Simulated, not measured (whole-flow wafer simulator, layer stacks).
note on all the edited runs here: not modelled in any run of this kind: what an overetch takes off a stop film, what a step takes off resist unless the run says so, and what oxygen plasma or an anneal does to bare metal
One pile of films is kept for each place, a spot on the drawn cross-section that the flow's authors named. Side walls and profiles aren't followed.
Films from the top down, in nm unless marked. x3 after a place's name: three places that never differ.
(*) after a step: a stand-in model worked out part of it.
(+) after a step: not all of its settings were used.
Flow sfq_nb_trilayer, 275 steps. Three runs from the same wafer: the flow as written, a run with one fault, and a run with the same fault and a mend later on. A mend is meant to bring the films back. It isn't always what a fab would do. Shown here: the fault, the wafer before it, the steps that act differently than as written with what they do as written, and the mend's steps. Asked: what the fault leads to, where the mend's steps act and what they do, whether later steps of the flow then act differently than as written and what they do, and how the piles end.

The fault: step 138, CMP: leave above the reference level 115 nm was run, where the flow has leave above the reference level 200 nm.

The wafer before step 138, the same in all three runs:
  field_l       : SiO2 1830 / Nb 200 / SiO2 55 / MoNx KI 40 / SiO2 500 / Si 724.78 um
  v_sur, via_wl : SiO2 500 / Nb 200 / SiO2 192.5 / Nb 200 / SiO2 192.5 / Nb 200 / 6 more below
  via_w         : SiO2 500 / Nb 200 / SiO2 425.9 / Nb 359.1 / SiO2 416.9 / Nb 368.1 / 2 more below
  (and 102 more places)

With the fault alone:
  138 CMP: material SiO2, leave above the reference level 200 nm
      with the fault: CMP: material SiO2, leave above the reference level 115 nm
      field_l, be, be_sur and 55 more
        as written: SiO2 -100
        with the fault: SiO2 -185
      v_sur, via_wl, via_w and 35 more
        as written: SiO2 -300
        with the fault: SiO2 -385
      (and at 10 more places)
  Later steps of the flow that act differently than as written (4 more steps differ only slightly, by at most 2% or 0.5 nm, whichever is larger, and aren't shown):
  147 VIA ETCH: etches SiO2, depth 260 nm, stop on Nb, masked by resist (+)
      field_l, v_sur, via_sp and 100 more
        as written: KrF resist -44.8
        with the fault: KrF resist -29.7
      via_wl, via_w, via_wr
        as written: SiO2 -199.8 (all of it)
        with the fault: SiO2 -114.8 (all of it)
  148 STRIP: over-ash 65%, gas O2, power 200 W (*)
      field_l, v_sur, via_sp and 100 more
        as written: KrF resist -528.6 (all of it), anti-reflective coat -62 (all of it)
        with the fault: KrF resist -543.7 (all of it), anti-reflective coat -62 (all of it)
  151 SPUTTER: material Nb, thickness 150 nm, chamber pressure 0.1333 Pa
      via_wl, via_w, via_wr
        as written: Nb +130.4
        with the fault: Nb +140.4
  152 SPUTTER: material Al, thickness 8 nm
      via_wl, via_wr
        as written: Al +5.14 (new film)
        with the fault: Al +6.15 (new film)
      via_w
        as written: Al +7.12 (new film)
        with the fault: Al +7.83 (new film)
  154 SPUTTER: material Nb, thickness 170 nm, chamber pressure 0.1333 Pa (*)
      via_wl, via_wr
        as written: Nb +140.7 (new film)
        with the fault: Nb +126.2 (new film)
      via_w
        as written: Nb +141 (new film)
        with the fault: Nb +166.8 (new film)
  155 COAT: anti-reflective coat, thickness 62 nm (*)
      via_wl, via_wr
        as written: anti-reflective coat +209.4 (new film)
        with the fault: anti-reflective coat +175.7 (new film)
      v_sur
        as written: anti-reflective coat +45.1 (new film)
        with the fault: anti-reflective coat +49.3 (new film)
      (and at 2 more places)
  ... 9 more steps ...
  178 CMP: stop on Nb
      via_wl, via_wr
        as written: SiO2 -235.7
        with the fault: SiO2 -330.4
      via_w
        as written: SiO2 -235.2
        with the fault: SiO2 -330
  At the end the piles differ from the flow's by more than 2% or 0.5 nm, whichever is larger, at field_l, v_sur, via_wl and 103 more.
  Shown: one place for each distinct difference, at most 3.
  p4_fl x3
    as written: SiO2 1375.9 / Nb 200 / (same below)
    with the fault: SiO2 1290.9 / Nb 200 / (same below)
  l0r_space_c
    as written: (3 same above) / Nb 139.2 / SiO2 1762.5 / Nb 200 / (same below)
    with the fault: (3 same above) / Nb 139.2 / SiO2 1677.5 / Nb 200 / (same below)
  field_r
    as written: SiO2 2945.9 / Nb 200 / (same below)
    with the fault: SiO2 2860.9 / Nb 200 / (same below)

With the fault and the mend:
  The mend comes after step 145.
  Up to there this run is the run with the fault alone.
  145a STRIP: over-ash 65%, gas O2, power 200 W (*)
      field_l, v_sur, via_sp and 100 more
        KrF resist -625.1 (all of it), anti-reflective coat -62 (all of it)
      via_wl, via_w, via_wr
        anti-reflective coat -62 (all of it)
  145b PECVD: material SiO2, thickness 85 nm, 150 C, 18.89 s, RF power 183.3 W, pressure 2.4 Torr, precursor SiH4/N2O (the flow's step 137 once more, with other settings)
      field_l, v_sur, via_wl and 103 more
        SiO2 +85
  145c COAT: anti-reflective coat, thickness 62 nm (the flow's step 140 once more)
      field_l, v_sur, via_wl and 103 more
        anti-reflective coat +62 (new film)
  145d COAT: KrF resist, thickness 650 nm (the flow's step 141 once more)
      field_l, v_sur, via_wl and 103 more
        KrF resist +650 (new film)
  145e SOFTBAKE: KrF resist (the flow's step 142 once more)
      changes no film at any place that is followed
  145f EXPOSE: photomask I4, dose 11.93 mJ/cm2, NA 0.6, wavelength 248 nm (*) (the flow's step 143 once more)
      changes no film at any place that is followed
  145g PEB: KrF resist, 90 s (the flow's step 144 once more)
      field_l, v_sur, via_wl and 103 more
        KrF resist -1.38
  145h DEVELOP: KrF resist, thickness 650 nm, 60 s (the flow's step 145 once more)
      field_l, v_sur, via_sp and 100 more
        KrF resist -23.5
      via_wl, via_w, via_wr
        KrF resist -648.6 (all of it)
  No later step of the flow acts differently than as written, at any place that is followed, by more than 2% or 0.5 nm, whichever is larger.
  At the end the piles are the same as the flow's at every place that both follow.
